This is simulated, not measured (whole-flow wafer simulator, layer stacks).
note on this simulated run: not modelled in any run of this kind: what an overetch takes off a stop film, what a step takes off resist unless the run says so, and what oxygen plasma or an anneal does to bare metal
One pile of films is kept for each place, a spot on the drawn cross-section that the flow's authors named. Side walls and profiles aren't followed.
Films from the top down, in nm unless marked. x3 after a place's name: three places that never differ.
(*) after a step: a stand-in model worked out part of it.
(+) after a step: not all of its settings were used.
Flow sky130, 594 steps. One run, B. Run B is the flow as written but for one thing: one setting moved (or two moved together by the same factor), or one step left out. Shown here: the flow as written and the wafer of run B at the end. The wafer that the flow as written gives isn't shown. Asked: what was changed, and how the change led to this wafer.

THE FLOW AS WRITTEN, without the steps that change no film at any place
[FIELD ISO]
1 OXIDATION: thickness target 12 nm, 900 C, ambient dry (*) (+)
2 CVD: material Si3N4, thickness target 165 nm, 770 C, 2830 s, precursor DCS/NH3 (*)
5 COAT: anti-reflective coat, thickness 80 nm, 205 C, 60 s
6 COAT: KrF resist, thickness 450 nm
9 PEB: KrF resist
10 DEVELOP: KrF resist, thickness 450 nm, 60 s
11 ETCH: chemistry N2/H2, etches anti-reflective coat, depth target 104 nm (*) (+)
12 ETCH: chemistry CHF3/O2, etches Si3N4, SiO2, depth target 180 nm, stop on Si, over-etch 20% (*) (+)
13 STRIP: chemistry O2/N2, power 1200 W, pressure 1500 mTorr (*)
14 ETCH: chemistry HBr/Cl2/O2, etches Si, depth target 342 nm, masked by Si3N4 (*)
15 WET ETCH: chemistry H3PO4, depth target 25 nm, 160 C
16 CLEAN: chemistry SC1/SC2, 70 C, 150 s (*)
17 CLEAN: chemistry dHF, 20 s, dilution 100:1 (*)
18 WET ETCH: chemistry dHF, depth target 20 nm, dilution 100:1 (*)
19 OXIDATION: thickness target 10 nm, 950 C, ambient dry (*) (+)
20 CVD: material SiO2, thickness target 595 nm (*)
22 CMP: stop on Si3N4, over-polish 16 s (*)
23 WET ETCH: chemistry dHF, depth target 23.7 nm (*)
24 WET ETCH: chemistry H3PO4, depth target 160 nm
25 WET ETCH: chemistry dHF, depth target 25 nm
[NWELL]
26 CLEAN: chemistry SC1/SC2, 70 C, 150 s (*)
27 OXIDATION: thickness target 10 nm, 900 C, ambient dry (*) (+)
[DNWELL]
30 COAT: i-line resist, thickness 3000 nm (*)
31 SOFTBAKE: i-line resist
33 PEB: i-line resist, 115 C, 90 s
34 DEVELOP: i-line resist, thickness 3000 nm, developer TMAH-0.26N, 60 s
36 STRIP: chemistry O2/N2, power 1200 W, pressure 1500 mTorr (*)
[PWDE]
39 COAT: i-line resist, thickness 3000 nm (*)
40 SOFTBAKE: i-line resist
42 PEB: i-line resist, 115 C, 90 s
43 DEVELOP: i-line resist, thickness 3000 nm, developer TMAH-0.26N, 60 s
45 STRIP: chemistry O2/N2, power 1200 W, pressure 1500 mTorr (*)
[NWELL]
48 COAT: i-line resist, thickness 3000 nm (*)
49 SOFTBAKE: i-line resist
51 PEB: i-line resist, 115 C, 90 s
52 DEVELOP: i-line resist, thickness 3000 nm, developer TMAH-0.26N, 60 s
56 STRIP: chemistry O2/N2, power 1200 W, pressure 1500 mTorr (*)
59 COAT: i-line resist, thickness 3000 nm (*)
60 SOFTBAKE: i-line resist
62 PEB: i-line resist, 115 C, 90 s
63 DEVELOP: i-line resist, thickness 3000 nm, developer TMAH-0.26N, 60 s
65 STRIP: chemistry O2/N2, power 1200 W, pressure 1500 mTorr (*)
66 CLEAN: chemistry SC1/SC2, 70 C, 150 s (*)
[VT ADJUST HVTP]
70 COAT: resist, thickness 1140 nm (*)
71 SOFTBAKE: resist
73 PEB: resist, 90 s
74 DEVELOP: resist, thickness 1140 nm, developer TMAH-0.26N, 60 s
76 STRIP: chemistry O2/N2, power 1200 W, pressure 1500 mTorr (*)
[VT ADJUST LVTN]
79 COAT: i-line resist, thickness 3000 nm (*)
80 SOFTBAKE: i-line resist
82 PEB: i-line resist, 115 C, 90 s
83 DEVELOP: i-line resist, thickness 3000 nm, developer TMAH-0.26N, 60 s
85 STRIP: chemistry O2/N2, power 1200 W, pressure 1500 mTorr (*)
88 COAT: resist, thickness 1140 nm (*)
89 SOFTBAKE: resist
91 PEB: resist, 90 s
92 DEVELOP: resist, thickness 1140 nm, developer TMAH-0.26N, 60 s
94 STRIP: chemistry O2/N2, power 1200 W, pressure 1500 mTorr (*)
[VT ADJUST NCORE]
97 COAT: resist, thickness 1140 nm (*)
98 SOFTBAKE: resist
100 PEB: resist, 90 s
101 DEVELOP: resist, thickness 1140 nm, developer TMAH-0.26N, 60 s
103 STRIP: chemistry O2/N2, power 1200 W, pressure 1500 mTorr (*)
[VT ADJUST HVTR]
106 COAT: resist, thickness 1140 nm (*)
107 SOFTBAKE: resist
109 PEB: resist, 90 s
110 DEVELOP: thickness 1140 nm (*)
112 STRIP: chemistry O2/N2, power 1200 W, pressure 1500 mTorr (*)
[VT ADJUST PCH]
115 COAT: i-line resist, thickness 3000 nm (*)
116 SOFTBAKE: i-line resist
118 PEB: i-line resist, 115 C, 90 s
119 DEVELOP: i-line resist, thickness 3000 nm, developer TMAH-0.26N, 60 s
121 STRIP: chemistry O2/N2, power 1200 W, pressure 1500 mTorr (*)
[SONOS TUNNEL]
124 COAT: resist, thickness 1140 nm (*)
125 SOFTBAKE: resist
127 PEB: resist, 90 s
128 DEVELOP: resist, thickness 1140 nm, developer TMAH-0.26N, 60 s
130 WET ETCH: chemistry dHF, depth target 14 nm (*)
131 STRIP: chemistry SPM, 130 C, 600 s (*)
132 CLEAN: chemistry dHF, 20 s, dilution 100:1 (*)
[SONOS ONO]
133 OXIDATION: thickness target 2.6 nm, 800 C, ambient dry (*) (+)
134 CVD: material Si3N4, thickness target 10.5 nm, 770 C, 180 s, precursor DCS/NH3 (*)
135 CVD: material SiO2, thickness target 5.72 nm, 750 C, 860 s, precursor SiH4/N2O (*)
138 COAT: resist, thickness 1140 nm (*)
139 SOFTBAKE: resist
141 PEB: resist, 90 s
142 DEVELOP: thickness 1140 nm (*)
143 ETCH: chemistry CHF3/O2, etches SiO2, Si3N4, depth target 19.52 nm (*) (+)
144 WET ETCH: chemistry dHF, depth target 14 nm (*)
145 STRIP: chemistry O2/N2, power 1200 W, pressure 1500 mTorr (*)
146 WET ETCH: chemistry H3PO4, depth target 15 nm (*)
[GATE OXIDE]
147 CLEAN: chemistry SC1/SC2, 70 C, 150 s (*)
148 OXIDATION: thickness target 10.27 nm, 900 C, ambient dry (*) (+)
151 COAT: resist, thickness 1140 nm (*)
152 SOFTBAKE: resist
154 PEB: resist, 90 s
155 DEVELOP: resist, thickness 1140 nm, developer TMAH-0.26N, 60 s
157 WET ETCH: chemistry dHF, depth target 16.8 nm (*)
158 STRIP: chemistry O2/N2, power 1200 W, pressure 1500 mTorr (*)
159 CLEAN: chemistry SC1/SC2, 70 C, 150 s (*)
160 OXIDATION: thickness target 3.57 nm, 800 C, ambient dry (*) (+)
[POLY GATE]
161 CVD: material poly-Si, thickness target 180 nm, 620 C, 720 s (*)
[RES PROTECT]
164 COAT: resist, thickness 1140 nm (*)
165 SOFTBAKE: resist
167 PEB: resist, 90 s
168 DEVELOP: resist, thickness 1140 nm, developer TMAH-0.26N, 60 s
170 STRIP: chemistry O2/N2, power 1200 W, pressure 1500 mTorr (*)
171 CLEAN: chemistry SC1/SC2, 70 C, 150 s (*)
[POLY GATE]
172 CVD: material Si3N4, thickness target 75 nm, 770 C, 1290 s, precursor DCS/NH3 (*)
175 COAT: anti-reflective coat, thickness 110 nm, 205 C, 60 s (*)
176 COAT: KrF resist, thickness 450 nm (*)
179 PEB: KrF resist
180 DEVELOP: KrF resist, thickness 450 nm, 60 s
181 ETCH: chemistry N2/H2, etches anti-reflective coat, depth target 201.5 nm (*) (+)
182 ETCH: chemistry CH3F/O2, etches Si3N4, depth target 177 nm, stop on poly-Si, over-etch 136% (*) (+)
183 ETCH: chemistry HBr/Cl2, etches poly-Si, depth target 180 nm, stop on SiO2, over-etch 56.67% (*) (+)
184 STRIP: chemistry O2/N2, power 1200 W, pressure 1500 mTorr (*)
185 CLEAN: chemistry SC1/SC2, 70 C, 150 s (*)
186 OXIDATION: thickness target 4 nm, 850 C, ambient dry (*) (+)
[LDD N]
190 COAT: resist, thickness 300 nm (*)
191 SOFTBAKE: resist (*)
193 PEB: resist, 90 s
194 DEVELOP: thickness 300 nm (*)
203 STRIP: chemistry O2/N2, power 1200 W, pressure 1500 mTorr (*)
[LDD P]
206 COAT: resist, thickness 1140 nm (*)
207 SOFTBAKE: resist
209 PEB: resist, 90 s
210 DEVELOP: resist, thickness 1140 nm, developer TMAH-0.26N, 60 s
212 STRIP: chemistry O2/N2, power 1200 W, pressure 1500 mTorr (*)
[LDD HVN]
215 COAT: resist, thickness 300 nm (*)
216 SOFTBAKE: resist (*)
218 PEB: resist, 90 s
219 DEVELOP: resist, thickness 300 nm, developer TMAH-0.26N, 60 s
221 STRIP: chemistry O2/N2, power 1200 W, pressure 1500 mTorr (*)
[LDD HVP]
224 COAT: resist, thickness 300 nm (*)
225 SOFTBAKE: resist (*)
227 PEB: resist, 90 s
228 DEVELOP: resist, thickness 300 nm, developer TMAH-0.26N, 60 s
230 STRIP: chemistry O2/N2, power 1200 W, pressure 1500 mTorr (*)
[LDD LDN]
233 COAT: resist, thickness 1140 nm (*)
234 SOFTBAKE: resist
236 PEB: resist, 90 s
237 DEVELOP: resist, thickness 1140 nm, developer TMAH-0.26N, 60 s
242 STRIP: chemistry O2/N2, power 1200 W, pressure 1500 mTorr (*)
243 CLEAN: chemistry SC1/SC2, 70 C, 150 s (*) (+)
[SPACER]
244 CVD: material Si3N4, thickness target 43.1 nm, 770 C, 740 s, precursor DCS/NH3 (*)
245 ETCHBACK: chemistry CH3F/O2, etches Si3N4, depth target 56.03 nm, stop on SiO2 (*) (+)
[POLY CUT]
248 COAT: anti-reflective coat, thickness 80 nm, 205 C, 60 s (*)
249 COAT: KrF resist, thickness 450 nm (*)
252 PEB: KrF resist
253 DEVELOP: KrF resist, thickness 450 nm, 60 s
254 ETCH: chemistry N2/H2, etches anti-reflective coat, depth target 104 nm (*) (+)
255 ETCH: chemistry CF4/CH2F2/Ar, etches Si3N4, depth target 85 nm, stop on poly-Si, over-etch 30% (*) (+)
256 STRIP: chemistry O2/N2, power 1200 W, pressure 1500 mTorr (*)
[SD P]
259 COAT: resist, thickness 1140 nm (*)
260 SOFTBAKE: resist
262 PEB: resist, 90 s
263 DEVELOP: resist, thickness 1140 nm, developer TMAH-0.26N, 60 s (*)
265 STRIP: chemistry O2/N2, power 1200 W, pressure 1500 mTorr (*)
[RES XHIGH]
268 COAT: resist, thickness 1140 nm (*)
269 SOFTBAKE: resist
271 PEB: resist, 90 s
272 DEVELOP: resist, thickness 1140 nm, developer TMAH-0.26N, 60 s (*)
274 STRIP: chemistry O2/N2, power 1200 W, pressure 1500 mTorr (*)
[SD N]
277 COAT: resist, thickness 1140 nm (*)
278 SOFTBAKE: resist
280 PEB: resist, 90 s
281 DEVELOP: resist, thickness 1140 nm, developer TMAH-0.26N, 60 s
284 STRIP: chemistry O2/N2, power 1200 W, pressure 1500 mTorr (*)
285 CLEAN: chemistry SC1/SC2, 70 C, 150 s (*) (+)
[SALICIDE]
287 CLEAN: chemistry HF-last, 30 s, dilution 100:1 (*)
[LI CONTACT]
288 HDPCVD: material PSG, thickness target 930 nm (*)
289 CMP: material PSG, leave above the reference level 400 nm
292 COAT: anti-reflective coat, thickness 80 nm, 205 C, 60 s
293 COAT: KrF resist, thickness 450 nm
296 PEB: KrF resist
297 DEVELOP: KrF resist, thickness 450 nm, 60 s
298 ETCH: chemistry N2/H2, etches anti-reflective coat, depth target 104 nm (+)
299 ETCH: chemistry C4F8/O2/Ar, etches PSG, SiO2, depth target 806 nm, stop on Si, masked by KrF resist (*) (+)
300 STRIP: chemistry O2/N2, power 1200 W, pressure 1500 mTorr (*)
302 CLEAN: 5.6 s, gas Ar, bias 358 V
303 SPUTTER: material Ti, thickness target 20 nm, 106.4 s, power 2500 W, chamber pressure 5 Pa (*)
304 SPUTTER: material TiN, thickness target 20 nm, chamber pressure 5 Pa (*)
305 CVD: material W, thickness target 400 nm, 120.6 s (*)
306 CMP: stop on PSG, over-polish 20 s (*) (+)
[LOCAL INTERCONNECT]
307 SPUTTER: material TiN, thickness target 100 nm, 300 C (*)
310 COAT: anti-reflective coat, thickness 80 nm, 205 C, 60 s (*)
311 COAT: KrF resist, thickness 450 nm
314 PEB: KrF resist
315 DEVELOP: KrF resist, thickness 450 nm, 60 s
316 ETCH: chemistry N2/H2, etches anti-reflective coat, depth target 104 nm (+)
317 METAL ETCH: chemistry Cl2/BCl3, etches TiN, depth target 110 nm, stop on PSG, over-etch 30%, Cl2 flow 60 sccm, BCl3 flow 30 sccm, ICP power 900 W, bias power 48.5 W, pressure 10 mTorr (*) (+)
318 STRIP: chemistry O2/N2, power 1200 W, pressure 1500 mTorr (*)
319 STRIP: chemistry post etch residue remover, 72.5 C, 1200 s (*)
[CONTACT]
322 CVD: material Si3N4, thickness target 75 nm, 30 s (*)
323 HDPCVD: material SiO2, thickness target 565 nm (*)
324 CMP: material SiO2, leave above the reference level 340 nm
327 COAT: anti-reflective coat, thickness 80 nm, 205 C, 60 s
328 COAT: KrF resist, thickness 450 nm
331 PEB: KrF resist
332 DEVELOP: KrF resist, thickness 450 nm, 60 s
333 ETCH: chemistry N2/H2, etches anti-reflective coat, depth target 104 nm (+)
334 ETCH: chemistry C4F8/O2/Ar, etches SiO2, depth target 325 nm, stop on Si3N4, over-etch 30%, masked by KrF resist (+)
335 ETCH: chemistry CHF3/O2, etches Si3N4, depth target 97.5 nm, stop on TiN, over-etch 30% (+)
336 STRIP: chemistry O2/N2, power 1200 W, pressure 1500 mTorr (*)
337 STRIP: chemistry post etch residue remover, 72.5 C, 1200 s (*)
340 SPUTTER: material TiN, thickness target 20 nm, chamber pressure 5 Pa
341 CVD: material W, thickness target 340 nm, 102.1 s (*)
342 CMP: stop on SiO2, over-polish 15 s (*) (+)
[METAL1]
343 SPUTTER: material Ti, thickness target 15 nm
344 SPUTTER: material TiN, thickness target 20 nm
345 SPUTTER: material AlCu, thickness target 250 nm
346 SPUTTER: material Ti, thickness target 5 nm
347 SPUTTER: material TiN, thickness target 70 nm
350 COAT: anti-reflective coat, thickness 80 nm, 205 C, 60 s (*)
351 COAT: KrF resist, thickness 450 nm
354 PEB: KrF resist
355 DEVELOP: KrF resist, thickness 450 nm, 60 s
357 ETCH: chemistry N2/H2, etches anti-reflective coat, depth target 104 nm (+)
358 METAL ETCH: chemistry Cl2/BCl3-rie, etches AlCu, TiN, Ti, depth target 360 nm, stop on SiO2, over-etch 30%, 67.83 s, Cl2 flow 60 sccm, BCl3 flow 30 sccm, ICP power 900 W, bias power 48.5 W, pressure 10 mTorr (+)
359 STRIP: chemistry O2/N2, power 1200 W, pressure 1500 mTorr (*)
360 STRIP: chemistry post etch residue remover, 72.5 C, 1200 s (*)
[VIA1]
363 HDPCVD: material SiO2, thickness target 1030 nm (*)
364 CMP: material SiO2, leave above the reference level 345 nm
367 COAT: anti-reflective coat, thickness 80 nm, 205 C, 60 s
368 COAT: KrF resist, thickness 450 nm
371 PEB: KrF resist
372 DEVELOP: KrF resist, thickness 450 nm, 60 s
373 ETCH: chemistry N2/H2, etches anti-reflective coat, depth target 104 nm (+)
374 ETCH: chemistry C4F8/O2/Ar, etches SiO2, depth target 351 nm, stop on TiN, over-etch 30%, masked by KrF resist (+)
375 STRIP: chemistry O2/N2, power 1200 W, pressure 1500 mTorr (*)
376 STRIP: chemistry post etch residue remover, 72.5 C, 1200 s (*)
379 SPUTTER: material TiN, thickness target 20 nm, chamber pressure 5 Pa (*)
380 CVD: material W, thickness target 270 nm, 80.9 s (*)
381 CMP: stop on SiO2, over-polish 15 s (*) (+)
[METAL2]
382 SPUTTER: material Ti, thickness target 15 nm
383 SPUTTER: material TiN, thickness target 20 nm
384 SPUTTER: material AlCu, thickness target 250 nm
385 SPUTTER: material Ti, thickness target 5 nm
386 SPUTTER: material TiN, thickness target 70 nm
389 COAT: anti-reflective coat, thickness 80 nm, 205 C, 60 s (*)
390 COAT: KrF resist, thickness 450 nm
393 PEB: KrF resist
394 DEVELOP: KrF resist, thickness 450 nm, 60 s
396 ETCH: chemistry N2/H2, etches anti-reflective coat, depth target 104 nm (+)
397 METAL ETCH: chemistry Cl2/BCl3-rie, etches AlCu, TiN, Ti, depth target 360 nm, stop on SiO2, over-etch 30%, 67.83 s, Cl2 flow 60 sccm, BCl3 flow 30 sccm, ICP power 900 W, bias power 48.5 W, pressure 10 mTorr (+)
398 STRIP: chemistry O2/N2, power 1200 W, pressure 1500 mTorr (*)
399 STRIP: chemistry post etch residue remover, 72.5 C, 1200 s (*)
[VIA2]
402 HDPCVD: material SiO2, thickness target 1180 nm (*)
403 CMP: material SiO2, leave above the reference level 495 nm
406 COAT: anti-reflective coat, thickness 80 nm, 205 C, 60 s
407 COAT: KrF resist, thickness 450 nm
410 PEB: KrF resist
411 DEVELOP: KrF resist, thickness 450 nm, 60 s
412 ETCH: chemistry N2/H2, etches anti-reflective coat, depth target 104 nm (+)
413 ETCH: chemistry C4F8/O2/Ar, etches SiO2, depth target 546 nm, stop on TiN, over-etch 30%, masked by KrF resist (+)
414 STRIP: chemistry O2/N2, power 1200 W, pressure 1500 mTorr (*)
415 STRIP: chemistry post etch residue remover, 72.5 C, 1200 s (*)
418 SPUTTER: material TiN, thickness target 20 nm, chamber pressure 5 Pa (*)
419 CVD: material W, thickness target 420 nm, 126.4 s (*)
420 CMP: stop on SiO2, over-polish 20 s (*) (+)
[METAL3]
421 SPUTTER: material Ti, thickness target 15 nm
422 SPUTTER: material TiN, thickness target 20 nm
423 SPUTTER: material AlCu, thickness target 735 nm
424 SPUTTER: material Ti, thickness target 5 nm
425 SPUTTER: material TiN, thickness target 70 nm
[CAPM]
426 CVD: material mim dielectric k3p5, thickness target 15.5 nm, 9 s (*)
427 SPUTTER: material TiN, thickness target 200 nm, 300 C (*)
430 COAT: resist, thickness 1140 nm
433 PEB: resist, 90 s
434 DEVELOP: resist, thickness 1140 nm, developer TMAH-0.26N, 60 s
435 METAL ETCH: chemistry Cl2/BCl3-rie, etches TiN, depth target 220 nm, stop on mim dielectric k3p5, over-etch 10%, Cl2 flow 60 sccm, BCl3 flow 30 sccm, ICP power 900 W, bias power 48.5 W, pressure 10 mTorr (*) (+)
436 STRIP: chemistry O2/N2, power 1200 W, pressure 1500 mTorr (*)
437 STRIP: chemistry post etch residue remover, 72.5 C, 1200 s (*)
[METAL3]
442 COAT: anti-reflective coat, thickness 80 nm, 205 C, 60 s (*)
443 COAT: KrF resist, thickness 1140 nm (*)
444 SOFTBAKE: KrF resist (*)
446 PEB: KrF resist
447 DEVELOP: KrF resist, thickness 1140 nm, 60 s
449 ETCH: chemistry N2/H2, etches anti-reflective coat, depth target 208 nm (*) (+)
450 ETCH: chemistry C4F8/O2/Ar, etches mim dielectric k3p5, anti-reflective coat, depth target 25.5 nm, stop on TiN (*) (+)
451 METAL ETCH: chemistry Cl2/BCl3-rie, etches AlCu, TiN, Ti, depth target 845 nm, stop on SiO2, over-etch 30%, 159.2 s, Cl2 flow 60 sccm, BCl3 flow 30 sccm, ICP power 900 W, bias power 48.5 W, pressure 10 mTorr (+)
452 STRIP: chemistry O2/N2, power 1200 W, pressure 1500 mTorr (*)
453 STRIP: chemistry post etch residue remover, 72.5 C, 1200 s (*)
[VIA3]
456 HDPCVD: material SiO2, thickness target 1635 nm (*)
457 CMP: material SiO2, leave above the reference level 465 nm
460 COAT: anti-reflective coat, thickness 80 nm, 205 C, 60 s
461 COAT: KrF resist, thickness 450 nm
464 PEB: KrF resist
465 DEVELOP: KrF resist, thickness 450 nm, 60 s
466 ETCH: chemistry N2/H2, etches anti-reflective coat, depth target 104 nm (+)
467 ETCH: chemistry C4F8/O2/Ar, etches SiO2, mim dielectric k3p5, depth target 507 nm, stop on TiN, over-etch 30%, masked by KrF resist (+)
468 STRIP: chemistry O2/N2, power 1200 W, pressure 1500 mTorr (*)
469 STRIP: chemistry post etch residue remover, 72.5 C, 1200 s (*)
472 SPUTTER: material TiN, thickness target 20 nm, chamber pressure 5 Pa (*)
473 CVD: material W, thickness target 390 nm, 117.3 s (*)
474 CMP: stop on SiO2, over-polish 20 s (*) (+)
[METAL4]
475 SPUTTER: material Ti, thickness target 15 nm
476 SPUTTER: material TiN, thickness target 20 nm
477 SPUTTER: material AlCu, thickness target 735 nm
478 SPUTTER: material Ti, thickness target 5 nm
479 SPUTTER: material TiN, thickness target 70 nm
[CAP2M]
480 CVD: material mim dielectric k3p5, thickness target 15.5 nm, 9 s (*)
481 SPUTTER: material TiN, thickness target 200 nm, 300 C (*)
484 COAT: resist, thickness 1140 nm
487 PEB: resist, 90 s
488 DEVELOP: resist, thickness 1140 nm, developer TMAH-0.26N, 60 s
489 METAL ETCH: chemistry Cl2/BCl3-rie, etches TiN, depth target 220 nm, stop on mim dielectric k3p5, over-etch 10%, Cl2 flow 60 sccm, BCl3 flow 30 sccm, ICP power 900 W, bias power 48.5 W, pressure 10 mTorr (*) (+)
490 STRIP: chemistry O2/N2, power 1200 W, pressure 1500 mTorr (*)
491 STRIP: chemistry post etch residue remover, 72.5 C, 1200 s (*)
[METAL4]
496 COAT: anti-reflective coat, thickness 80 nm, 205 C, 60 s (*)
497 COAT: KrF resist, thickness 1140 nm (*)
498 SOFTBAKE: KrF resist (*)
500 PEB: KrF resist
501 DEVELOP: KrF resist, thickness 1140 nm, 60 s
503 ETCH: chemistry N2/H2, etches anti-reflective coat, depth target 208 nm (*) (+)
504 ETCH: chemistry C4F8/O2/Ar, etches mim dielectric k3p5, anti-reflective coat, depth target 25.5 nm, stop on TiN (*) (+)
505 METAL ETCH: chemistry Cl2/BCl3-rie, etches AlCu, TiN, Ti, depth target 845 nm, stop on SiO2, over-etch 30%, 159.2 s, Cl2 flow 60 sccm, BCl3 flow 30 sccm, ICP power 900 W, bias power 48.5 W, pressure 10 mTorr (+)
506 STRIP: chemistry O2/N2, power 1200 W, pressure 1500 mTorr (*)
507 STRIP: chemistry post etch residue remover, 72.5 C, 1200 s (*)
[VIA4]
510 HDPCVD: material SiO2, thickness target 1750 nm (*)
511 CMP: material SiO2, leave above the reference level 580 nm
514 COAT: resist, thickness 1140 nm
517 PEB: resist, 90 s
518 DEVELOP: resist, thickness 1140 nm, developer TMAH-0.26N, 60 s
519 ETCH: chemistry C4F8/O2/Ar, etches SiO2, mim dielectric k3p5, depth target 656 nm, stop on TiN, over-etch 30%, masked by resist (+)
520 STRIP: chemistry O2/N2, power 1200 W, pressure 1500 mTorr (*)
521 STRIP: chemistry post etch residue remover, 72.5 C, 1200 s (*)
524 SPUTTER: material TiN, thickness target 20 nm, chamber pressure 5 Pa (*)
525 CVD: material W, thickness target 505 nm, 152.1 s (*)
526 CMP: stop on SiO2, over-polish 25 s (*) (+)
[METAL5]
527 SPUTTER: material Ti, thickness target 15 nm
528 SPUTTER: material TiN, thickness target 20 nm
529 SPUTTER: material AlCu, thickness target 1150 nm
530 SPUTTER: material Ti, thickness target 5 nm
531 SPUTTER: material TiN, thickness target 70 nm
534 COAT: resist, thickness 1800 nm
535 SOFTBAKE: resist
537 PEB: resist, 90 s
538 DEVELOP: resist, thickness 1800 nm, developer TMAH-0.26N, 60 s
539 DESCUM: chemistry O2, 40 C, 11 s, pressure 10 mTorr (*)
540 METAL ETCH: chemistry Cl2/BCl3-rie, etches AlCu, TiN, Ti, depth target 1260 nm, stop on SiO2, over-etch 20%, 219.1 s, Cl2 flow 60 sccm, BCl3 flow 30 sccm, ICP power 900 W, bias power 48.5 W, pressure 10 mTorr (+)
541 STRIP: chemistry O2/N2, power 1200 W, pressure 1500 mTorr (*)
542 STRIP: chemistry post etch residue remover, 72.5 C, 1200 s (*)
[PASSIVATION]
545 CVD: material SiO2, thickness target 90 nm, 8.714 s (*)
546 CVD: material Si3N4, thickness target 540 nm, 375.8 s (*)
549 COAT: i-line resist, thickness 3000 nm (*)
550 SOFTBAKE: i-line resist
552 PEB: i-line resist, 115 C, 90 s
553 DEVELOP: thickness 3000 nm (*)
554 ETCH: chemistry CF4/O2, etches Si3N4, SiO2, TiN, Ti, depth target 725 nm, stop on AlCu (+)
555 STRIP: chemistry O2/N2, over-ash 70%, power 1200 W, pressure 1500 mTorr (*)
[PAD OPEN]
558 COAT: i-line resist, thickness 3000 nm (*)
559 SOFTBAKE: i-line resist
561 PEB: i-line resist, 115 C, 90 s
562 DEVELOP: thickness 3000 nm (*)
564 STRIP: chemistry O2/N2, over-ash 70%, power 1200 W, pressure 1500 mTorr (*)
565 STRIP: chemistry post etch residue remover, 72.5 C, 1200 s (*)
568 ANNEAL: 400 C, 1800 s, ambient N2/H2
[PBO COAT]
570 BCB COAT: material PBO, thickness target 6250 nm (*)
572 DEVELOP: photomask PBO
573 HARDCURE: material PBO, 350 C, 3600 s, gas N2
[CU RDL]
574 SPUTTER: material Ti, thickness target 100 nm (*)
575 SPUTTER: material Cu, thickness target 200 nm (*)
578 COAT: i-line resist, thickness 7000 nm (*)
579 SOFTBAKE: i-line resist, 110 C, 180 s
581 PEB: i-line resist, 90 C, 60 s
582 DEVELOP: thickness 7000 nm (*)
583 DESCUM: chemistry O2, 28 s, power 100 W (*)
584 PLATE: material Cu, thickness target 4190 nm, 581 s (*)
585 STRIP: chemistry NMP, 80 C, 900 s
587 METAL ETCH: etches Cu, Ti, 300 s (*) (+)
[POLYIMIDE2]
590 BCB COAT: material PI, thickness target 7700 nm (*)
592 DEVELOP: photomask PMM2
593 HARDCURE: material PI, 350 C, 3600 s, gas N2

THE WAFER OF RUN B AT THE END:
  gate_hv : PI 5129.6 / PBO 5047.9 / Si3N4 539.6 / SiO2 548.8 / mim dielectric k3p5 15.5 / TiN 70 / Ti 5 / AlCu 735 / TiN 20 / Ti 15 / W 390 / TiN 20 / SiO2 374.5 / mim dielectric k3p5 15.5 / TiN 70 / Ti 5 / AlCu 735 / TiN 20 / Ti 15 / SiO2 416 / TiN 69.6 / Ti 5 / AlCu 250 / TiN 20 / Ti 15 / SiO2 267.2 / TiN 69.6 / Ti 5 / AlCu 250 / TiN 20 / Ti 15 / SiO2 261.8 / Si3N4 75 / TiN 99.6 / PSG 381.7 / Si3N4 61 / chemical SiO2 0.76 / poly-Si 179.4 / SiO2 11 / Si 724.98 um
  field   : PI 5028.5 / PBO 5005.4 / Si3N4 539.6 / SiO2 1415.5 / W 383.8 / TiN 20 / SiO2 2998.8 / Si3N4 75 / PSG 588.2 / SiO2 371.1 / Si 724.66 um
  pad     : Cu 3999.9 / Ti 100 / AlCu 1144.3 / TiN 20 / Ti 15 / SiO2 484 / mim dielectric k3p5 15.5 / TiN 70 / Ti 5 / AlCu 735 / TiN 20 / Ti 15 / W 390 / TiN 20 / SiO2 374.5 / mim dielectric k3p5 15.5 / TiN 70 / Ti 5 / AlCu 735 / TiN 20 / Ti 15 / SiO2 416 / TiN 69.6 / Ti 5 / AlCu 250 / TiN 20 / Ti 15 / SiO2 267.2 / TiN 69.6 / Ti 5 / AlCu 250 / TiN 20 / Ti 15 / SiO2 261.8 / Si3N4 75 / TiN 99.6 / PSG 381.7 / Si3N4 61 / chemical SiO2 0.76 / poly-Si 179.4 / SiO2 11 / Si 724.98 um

The cause: step 474, CMP: stop on SiO2, over-polish 20 s (*) (+), was left out.

How the change led to this, step by step:
  505 METAL ETCH: chemistry Cl2/BCl3-rie, etches AlCu, TiN, Ti, depth target 845 nm, stop on SiO2, over-etch 30%, 159.2 s, Cl2 flow 60 sccm, BCl3 flow 30 sccm, ICP power 900 W, bias power 48.5 W, pressure 10 mTorr (+)
      field, active, gate and 70 more: TiN -70 (all of it), Ti -5 (all of it), AlCu -735 (all of it), TiN -20 (all of it), Ti -15 (all of it) (as written it would be: TiN -70 (all of it), Ti -5 (all of it), AlCu -735 (all of it), TiN -20 (all of it), Ti -15 (all of it), SiO2 -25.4)
      vpp_iso1, mim_edge_plate, m1_ln and 12 more: TiN -70 (all of it), Ti -5 (all of it), AlCu -735 (all of it), TiN -20 (all of it), Ti -15 (all of it) (as written it would be: TiN -70 (all of it), Ti -5 (all of it), AlCu -735 (all of it), TiN -20 (all of it), Ti -15 (all of it), SiO2 -25.3)
  507 STRIP: chemistry post etch residue remover, 72.5 C, 1200 s (*)
      field, active, gate and 85 more: W -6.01 (as written it would be: nothing)
  510 HDPCVD: material SiO2, thickness target 1750 nm (*)
      field, active, gate and 85 more: SiO2 +1750 (new film) (as written it would be: SiO2 +1750)
  511 CMP: material SiO2, leave above the reference level 580 nm
      field, active, gate and 76 more: SiO2 -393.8 (as written it would be: SiO2 -374.7)
      iso_guard__w1, mim_edge_gap, vpp_l1ln and 6 more: SiO2 -393.8 (as written it would be: SiO2 -374.6)
Counting metal films that touch as one body, field has 1 body; the flow as written gives 0 bodies.
